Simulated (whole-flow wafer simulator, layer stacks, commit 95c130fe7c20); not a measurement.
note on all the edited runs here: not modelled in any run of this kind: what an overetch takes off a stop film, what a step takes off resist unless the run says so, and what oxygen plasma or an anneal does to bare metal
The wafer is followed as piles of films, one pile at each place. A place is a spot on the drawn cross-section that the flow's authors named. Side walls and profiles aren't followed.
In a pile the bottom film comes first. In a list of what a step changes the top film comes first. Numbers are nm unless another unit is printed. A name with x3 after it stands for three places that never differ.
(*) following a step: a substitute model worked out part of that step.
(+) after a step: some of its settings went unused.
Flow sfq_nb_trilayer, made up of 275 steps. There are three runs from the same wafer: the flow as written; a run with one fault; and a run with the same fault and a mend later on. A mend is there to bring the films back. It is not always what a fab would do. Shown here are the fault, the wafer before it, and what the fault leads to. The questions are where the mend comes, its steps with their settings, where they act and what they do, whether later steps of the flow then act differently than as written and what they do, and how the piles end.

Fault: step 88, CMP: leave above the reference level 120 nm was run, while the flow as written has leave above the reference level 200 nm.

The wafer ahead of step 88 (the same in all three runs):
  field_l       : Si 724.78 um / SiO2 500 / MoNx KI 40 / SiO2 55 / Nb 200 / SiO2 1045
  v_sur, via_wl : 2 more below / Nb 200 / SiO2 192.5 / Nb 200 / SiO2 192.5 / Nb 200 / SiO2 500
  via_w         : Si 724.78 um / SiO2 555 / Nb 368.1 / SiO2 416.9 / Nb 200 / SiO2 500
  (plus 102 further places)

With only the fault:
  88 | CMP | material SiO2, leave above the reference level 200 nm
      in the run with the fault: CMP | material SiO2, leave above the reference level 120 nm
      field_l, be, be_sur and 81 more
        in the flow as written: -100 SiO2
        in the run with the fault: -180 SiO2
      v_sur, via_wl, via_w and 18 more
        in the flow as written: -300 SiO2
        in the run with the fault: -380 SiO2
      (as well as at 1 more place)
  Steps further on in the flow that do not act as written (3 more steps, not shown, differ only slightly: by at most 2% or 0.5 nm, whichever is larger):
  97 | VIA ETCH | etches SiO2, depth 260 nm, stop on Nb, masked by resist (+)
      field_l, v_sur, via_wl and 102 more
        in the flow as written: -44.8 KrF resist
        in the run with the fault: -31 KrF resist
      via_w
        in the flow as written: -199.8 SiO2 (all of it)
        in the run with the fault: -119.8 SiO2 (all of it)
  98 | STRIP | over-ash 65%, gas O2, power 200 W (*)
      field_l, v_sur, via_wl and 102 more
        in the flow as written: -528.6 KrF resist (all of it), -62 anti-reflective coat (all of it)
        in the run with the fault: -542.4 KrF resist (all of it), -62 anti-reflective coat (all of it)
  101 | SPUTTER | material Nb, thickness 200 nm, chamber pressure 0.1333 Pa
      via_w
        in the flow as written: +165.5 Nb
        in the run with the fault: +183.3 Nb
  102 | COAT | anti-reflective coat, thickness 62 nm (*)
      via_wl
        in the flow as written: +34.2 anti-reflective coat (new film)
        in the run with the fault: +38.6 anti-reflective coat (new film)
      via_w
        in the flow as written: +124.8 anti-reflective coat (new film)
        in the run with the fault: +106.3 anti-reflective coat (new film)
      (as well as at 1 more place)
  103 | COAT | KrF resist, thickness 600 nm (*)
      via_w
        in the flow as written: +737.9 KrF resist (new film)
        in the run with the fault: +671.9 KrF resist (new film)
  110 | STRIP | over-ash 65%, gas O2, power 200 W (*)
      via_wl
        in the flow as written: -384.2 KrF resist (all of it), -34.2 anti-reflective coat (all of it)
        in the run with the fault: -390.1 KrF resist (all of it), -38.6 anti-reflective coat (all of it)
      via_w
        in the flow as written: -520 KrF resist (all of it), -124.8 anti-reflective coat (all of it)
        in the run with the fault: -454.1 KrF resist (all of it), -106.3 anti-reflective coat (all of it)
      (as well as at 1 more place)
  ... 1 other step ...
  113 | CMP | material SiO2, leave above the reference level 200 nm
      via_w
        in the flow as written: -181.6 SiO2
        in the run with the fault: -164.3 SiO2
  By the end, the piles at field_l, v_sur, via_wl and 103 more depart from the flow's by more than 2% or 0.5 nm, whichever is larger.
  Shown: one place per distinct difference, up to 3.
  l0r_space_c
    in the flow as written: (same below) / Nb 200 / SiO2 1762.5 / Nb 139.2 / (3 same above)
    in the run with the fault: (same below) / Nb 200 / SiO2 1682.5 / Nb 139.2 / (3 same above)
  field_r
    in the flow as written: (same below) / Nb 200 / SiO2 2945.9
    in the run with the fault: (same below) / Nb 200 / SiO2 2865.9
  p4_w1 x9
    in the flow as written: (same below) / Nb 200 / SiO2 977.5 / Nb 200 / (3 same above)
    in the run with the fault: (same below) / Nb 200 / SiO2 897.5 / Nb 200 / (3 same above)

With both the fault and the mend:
  After step 95 comes the mend.
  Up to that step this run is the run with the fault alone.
  95a | STRIP | over-ash 65%, gas O2, power 200 W (*)
      field_l, v_sur, via_wl and 102 more
        -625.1 KrF resist (all of it), -62 anti-reflective coat (all of it)
      via_w
        -62 anti-reflective coat (all of it)
  95b | PECVD | material SiO2, thickness 80 nm, 150 C, 17.78 s, RF power 183.3 W, pressure 2.4 Torr, precursor SiH4/N2O (the flow's step 87, run once more with other settings)
      field_l, v_sur, via_wl and 103 more
        +80 SiO2
  95c | COAT | anti-reflective coat, thickness 62 nm (the flow's step 90, run once more)
      field_l, v_sur, via_wl and 103 more
        +62 anti-reflective coat (new film)
  95d | COAT | KrF resist, thickness 650 nm (the flow's step 91, run once more)
      field_l, v_sur, via_wl and 103 more
        +650 KrF resist (new film)
  95e | SOFTBAKE | KrF resist (the flow's step 92, run once more)
      does not change any film at any place that is followed
  95f | EXPOSE | photomask I2, dose 11.91 mJ/cm2, NA 0.6, wavelength 248 nm (*) (the flow's step 93, run once more)
      does not change any film at any place that is followed
  95g | PEB | KrF resist, 90 s (the flow's step 94, run once more)
      field_l, v_sur, via_wl and 103 more
        -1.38 KrF resist
  95h | DEVELOP | KrF resist, thickness 650 nm, 60 s (the flow's step 95, run once more)
      field_l, v_sur, via_wl and 102 more
        -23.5 KrF resist
      via_w
        -648.6 KrF resist (all of it)
  Later steps of the flow that are run all act as written at every place that is followed.
  The piles end the same as the flow's at every place that both follow.
